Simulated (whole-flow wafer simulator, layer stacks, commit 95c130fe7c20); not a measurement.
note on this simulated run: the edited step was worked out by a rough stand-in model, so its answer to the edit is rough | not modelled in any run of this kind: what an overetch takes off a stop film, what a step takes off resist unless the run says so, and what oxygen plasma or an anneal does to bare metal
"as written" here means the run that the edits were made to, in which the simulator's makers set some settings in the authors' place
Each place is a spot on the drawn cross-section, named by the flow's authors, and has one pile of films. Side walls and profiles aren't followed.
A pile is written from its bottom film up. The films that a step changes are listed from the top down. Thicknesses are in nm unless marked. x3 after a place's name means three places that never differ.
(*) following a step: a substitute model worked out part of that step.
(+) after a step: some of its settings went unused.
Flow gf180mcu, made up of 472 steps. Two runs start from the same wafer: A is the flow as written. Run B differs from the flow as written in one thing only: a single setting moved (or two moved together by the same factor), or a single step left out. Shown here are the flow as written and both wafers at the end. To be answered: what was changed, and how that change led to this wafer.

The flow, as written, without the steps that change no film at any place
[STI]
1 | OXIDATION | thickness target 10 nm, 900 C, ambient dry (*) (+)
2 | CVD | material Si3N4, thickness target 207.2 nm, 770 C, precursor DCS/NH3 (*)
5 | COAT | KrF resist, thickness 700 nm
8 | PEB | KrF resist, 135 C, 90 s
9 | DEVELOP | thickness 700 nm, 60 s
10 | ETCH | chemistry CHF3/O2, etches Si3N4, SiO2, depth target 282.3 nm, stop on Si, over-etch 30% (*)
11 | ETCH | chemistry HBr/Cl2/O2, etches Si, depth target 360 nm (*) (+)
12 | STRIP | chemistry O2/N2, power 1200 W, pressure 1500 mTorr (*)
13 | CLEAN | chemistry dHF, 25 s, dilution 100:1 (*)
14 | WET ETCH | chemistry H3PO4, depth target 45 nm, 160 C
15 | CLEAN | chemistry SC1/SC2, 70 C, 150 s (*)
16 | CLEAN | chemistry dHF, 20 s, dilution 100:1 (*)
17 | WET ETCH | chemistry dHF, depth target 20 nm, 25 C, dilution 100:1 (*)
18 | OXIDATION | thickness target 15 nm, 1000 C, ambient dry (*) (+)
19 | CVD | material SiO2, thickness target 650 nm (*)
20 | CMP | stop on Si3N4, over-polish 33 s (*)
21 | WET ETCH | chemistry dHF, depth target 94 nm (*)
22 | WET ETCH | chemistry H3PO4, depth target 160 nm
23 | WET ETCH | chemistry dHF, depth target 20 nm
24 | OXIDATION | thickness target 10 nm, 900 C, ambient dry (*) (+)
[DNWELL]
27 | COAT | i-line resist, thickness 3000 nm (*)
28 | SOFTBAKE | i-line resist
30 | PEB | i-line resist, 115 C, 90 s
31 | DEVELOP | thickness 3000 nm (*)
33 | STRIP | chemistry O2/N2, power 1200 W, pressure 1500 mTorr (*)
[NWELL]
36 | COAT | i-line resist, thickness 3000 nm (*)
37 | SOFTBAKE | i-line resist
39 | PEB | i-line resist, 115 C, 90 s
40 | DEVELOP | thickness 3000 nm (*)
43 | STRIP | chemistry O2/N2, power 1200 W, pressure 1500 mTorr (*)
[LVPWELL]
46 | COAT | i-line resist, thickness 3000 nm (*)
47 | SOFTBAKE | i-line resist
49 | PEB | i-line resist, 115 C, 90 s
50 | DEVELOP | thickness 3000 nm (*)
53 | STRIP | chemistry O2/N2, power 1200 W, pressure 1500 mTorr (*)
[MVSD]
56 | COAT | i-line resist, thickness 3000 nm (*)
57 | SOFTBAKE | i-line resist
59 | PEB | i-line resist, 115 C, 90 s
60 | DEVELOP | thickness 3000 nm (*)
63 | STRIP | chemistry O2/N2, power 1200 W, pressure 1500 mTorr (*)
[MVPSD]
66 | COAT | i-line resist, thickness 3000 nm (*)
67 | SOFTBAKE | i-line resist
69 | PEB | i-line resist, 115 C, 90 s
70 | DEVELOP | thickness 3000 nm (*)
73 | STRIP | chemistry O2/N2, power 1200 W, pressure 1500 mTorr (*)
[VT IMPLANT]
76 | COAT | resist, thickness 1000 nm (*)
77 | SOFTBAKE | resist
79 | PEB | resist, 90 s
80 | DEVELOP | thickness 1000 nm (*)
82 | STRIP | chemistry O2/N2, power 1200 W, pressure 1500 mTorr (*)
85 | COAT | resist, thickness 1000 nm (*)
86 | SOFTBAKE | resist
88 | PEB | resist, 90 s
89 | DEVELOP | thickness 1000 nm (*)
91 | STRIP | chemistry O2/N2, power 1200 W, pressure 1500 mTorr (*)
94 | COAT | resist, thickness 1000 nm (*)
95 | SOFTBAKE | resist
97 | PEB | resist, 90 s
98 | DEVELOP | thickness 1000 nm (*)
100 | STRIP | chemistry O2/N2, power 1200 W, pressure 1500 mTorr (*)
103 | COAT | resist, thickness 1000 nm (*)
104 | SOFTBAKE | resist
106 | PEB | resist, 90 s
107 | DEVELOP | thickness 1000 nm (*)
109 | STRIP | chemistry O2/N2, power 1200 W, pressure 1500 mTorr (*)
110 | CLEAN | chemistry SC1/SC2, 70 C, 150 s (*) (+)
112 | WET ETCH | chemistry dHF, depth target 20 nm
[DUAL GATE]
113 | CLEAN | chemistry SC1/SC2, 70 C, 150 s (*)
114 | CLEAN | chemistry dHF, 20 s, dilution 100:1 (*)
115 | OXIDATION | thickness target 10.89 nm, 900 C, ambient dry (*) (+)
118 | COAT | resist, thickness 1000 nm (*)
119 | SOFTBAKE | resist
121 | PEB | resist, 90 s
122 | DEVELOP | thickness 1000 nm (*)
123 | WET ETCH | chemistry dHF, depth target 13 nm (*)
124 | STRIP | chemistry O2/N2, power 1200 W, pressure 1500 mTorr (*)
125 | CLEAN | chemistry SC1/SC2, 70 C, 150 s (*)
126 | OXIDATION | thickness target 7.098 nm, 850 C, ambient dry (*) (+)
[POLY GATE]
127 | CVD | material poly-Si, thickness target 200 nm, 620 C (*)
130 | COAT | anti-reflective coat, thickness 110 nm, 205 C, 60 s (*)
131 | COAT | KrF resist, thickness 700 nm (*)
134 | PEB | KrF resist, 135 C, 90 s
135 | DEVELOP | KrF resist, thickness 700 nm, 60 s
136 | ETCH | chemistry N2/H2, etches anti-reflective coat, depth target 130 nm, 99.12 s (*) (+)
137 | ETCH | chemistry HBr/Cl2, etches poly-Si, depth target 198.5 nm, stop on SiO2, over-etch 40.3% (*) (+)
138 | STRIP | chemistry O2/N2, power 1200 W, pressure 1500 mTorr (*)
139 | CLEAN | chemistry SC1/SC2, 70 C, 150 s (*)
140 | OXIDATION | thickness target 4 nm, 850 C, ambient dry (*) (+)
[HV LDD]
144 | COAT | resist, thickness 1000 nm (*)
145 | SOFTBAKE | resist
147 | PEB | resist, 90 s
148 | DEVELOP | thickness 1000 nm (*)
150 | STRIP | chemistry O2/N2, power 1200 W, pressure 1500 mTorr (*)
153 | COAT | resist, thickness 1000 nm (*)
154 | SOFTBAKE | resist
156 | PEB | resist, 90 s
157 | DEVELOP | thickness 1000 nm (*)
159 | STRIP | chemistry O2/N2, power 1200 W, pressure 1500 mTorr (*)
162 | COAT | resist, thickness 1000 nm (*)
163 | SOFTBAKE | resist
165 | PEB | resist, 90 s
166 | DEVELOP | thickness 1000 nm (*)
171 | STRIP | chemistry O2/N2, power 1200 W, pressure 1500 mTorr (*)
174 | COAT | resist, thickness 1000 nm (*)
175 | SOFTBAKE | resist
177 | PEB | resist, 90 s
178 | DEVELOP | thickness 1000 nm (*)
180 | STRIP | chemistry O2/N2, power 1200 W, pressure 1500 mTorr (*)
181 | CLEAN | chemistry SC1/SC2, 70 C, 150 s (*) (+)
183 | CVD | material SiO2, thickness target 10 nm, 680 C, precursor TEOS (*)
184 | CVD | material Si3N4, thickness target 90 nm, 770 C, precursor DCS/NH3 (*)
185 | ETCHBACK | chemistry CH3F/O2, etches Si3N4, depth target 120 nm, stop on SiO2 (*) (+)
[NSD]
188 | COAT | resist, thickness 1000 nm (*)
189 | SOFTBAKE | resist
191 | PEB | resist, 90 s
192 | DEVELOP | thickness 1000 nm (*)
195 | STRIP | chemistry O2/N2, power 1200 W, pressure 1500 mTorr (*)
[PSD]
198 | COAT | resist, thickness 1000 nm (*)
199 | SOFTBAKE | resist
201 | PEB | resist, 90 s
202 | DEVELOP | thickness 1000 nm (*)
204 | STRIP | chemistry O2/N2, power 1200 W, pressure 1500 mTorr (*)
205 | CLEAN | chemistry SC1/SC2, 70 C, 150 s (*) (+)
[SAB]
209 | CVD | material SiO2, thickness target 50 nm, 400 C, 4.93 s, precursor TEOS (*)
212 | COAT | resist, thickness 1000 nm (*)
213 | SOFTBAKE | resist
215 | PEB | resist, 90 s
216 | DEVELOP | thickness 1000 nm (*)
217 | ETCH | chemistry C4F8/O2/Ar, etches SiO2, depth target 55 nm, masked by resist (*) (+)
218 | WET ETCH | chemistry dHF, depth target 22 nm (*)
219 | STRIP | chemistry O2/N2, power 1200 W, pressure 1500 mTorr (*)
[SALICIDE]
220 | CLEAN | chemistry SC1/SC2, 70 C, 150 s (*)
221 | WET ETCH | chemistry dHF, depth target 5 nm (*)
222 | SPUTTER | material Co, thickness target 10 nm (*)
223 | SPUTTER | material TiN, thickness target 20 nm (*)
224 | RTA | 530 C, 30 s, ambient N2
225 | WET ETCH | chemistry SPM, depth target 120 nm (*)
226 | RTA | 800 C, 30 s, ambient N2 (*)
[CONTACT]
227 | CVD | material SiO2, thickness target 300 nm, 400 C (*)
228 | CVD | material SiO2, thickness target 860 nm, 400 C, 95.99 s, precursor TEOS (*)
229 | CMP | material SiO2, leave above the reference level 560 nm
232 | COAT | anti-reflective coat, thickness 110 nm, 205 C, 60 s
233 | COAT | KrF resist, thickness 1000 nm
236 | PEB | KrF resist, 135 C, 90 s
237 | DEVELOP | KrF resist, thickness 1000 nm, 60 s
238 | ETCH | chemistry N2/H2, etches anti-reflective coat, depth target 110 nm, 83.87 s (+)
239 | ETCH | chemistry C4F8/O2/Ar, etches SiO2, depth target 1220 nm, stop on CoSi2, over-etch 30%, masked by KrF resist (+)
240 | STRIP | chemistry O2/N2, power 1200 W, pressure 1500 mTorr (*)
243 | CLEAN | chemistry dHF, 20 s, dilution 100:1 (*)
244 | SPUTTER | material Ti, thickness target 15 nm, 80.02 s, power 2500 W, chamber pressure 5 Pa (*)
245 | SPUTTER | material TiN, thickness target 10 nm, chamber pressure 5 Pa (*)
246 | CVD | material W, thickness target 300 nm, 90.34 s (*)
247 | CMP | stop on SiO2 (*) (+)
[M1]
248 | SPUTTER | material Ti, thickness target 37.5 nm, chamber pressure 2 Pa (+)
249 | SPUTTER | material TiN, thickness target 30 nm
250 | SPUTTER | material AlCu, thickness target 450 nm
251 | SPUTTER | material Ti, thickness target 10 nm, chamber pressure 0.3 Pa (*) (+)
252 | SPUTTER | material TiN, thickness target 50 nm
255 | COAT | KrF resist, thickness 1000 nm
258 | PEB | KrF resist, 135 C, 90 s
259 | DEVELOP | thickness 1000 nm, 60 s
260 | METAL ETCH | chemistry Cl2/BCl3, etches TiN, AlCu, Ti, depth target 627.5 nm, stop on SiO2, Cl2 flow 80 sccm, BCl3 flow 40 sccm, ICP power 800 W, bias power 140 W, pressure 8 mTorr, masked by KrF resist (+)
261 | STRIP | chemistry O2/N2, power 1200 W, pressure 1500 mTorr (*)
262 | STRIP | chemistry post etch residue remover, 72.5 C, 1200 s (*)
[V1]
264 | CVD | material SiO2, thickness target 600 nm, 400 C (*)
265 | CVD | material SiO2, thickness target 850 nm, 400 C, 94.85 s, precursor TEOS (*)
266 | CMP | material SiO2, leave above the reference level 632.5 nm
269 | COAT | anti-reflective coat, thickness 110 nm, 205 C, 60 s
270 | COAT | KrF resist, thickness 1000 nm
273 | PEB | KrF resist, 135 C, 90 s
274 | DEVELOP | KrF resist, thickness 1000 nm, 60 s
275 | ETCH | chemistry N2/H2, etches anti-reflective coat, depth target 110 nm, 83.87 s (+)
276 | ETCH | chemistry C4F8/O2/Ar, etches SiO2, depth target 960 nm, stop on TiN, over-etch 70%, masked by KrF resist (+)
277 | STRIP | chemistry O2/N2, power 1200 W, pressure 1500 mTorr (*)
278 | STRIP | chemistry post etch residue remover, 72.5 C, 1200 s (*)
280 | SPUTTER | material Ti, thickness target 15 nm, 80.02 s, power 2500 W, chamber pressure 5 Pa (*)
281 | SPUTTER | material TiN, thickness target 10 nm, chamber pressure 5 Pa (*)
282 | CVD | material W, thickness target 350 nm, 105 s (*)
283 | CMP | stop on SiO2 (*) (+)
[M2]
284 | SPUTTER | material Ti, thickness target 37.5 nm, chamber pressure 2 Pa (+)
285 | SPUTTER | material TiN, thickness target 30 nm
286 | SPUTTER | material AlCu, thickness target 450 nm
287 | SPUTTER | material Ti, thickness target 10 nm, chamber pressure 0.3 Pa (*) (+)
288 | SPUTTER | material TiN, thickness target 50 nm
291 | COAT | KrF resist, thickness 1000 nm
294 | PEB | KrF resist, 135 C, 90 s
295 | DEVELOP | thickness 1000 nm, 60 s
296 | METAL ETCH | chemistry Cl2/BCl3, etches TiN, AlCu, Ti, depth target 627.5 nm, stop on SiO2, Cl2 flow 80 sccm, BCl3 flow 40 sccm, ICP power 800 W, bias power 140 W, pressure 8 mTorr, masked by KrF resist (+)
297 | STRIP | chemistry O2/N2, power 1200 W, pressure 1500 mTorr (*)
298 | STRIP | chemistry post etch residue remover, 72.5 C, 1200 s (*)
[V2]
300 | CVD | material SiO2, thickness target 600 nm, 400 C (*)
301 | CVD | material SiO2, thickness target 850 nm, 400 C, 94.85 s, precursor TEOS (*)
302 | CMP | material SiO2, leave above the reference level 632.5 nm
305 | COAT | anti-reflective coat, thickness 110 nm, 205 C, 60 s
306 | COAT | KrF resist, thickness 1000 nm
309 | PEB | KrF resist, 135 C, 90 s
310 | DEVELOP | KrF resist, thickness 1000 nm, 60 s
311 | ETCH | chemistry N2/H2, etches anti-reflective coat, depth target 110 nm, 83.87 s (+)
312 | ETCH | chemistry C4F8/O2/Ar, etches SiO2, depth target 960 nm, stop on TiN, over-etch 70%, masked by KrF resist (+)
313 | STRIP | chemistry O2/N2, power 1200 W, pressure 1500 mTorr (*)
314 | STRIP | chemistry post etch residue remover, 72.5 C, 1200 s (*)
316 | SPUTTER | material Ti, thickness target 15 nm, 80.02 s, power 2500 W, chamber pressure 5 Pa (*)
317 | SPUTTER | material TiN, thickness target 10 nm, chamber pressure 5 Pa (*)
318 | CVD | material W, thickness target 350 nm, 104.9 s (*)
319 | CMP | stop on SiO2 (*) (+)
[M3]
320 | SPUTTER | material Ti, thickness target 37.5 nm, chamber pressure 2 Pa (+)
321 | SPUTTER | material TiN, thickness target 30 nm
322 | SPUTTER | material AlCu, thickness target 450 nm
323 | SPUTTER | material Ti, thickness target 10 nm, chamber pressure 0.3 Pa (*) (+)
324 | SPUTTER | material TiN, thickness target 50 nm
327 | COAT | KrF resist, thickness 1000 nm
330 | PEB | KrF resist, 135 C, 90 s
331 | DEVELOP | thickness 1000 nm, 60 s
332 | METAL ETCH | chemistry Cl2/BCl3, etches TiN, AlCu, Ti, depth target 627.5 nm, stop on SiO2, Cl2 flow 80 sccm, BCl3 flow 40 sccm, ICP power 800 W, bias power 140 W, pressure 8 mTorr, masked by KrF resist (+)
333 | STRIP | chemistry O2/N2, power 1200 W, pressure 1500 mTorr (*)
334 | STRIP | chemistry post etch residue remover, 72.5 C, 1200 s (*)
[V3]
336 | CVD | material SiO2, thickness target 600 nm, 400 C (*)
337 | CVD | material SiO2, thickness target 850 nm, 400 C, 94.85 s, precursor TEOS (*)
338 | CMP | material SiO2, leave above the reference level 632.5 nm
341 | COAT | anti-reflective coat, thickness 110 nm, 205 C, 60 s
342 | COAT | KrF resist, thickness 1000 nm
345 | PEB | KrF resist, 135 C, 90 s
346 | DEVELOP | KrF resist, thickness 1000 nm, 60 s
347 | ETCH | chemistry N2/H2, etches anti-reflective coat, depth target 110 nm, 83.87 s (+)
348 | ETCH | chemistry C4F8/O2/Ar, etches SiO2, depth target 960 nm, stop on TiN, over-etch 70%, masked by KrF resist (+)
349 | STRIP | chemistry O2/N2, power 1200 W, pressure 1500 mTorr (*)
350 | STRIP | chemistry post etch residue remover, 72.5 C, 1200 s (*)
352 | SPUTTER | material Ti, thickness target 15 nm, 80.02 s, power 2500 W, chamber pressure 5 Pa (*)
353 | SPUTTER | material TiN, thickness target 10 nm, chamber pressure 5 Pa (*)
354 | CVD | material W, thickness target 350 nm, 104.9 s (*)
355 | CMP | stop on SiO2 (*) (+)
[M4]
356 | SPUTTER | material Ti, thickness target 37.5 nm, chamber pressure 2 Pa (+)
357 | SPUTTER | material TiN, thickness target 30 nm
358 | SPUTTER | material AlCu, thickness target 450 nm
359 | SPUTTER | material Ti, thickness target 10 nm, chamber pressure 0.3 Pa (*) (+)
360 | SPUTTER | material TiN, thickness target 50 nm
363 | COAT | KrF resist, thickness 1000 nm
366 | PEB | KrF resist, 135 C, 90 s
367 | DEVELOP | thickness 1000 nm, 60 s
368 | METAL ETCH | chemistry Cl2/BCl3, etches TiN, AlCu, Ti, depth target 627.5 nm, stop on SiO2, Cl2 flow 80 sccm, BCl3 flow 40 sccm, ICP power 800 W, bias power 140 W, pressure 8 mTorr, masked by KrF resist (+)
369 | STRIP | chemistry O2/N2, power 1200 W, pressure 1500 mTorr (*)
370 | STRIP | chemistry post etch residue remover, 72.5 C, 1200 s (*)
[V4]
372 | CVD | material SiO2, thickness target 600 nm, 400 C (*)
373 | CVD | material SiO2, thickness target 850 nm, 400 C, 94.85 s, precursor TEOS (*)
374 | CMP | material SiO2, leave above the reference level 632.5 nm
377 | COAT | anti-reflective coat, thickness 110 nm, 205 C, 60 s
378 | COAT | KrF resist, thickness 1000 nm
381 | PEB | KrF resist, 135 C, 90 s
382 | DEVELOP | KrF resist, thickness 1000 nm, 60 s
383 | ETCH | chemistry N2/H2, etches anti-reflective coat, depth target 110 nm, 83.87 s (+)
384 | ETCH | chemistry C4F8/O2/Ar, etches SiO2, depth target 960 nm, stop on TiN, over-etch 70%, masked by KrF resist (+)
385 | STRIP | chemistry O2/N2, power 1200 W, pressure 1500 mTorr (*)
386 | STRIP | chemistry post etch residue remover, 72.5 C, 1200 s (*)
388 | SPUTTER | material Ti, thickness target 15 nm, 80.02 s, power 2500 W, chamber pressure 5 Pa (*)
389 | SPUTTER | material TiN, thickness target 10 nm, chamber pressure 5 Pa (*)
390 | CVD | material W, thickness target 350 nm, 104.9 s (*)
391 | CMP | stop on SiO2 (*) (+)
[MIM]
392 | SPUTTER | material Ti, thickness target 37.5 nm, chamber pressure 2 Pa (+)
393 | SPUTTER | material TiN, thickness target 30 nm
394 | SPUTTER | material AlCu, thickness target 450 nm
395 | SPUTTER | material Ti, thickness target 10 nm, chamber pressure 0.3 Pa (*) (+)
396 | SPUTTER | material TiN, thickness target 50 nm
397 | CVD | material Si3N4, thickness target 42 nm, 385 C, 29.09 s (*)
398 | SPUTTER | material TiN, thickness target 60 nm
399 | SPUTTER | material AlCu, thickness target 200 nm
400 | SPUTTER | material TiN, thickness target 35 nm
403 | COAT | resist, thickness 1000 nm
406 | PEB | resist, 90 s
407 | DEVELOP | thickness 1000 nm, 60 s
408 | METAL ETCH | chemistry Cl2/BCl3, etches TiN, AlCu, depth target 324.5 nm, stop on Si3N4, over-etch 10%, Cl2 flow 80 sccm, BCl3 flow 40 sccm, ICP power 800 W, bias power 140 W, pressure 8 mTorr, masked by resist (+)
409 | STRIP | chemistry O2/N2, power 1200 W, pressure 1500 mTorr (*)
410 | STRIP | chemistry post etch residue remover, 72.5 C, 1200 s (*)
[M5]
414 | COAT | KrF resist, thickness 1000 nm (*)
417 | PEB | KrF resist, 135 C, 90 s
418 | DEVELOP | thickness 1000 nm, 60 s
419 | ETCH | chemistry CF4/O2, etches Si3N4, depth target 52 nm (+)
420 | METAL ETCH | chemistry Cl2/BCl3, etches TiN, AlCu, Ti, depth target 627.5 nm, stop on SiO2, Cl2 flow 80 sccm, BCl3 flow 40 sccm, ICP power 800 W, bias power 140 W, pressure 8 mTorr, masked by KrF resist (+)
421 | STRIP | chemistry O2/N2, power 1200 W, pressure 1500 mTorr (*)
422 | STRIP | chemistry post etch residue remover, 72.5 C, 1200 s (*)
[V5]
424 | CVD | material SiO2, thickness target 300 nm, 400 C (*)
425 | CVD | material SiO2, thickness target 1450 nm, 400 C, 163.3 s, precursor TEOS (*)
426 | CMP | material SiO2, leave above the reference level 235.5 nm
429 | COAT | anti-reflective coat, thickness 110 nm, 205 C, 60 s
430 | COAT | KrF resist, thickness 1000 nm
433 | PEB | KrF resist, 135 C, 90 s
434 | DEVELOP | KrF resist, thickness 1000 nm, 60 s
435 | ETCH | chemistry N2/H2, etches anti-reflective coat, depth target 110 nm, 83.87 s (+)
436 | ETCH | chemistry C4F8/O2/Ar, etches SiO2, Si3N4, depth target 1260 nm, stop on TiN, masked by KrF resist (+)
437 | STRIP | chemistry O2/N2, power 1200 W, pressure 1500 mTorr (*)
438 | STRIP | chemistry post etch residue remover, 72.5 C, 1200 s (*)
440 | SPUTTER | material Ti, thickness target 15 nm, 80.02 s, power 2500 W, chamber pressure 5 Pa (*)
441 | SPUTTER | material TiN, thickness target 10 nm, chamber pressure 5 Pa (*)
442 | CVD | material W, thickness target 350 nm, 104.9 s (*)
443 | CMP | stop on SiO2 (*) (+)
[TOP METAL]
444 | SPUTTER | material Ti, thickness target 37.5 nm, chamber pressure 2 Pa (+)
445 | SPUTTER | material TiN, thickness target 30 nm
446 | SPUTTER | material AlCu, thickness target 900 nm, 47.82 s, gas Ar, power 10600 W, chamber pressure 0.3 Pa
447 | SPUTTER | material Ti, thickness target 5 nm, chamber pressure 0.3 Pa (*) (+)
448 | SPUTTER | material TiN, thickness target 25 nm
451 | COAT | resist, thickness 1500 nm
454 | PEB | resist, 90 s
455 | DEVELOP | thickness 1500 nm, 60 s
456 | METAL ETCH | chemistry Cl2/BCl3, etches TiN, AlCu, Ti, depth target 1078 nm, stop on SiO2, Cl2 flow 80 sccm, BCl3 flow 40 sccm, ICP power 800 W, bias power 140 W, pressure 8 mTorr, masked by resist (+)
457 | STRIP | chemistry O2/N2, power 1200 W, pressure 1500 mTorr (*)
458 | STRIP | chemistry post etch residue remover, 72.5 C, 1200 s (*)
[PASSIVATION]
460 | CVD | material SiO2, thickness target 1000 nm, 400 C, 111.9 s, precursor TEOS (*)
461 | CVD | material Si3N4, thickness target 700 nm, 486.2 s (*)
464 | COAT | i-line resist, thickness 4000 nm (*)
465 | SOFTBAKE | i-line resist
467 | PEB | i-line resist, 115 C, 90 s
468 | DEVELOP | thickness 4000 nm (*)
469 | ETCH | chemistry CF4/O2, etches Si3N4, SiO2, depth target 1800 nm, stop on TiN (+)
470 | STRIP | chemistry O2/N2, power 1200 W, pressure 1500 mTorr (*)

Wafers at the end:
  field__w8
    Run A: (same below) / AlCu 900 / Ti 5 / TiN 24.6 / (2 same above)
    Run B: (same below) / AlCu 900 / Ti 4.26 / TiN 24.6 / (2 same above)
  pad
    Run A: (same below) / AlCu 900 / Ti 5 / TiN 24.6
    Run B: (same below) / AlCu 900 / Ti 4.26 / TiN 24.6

Cause: step 447, SPUTTER: thickness target 4.26 nm was run, though the flow has thickness target 5 nm.
The wafer itself shows it: field__w8 has Ti 4.26, and step 447 as written asks for 5 nm.

The path from the change to this, step by step:
  447 | SPUTTER | material Ti, thickness target 5 nm, chamber pressure 0.3 Pa (*) (+)
      field, field__w1, field__w2 and 109 more: A +5 Ti (new film) | B +4.26 Ti (new film)
  456 | METAL ETCH | chemistry Cl2/BCl3, etches TiN, AlCu, Ti, depth target 1078 nm, stop on SiO2, Cl2 flow 80 sccm, BCl3 flow 40 sccm, ICP power 800 W, bias power 140 W, pressure 8 mTorr, masked by resist (+)
      field, field__w1, field__w2 and 103 more: A -25 TiN (all of it), -5 Ti (all of it), -900 AlCu (all of it), -30 TiN (all of it), -37.5 Ti (all of it) | B -25 TiN (all of it), -4.26 Ti (all of it), -900 AlCu (all of it), -30 TiN (all of it), -37.5 Ti (all of it)
